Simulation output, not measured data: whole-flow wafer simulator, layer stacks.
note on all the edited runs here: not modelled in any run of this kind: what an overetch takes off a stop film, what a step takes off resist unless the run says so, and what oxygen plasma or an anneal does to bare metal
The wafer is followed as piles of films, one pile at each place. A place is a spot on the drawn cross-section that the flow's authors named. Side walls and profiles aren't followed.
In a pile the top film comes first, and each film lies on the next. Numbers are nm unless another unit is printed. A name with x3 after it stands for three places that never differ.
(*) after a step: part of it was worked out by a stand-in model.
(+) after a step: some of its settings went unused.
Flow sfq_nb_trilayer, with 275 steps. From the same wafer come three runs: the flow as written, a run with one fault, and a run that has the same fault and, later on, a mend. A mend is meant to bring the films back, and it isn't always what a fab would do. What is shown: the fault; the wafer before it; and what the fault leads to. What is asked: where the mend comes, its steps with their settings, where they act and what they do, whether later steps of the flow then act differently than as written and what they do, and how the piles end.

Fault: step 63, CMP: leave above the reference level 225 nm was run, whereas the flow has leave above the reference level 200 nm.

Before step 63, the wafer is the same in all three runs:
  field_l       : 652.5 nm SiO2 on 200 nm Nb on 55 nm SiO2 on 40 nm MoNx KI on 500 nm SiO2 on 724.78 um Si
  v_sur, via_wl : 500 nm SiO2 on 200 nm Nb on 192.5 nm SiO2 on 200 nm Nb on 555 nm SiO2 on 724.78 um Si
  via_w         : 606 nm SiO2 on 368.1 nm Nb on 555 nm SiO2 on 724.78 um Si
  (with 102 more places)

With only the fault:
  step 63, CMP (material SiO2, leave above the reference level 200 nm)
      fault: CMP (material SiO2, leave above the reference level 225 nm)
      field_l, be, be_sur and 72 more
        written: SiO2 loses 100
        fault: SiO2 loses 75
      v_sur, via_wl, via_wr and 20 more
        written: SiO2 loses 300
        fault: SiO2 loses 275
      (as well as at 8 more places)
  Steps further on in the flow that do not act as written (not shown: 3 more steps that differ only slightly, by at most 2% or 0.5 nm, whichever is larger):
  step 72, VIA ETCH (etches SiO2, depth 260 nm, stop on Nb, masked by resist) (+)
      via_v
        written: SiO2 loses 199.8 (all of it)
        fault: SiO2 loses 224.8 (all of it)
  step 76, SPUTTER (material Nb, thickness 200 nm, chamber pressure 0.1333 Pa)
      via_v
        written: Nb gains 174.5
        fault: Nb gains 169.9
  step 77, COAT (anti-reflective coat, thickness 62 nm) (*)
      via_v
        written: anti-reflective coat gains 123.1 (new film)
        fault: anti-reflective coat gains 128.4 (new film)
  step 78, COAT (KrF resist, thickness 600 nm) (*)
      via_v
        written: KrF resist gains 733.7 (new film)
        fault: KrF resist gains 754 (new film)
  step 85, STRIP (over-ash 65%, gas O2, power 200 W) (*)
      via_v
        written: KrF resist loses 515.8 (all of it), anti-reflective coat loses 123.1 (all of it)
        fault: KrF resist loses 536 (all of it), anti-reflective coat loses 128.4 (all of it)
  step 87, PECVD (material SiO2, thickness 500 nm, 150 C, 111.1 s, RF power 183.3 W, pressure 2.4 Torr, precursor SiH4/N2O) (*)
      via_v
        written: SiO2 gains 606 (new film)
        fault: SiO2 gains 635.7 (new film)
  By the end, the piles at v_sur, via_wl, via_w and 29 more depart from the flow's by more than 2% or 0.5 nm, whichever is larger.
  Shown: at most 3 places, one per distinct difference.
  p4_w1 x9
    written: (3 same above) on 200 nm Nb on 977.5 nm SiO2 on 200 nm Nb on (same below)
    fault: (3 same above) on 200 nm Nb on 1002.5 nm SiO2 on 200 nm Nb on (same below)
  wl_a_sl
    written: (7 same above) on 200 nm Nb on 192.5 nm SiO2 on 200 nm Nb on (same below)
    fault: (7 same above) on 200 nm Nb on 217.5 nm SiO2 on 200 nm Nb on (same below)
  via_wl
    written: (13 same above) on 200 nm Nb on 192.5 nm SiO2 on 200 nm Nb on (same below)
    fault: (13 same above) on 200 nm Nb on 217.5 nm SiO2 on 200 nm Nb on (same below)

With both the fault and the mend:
  After step 64 comes the mend.
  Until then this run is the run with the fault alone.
  step 64a, CMP (material SiO2, leave above the reference level 200 nm) (the flow's step 63, run once more)
      field_l, v_sur, via_wl and 103 more
        SiO2 loses 25
  Later steps of the flow that are run all act as written at every place that is followed.
  By the end, the piles equal the flow's at every place that both follow.
